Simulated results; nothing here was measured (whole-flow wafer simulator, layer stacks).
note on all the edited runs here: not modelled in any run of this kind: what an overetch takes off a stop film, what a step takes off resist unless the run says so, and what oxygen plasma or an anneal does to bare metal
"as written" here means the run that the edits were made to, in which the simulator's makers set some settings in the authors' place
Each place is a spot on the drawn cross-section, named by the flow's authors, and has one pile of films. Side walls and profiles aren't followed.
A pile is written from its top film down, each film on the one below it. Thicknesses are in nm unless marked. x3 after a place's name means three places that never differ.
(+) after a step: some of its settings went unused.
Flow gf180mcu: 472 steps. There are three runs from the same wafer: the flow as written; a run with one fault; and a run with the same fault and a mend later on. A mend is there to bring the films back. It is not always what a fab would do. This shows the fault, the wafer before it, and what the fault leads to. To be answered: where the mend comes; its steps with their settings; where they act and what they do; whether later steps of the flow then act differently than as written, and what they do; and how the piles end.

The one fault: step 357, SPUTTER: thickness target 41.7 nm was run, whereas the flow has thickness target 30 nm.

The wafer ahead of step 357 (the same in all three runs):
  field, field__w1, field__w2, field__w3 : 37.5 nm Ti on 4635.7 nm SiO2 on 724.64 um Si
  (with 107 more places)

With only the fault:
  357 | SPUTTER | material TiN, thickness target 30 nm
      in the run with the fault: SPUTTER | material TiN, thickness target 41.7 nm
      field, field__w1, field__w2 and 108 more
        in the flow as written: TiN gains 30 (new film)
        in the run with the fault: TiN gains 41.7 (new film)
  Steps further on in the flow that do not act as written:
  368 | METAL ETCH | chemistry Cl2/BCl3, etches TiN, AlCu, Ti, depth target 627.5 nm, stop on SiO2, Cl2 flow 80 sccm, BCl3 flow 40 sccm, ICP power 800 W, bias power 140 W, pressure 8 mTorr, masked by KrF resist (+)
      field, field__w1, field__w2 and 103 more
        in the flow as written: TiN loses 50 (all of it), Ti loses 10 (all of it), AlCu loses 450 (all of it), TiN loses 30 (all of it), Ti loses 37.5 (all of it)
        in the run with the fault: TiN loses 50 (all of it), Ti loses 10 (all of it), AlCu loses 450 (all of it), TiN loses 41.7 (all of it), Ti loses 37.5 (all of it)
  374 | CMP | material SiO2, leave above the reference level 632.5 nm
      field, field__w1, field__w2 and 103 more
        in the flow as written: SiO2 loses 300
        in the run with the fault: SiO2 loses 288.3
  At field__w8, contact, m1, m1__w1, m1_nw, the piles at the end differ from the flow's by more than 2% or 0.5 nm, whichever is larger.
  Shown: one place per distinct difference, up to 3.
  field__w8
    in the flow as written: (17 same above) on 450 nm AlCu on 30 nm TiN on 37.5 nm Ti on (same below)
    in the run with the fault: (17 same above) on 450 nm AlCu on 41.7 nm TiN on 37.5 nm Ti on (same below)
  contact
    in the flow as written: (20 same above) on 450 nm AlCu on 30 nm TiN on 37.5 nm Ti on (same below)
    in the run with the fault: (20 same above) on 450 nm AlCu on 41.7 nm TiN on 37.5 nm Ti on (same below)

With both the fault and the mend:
  After step 357 comes the mend.
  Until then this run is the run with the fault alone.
  357a | METAL ETCH | chemistry Cl2/BCl3, etches TiN, AlCu, Ti, depth target 11.7 nm, Cl2 flow 80 sccm, BCl3 flow 40 sccm, ICP power 800 W, bias power 140 W, pressure 8 mTorr (the flow's step 260, run once more with other settings)
      field, field__w1, field__w2 and 108 more
        TiN loses 11.7
  Later steps of the flow that are run all act as written at every place that is followed.
  At every place that both follow, the piles at the end match the flow's.
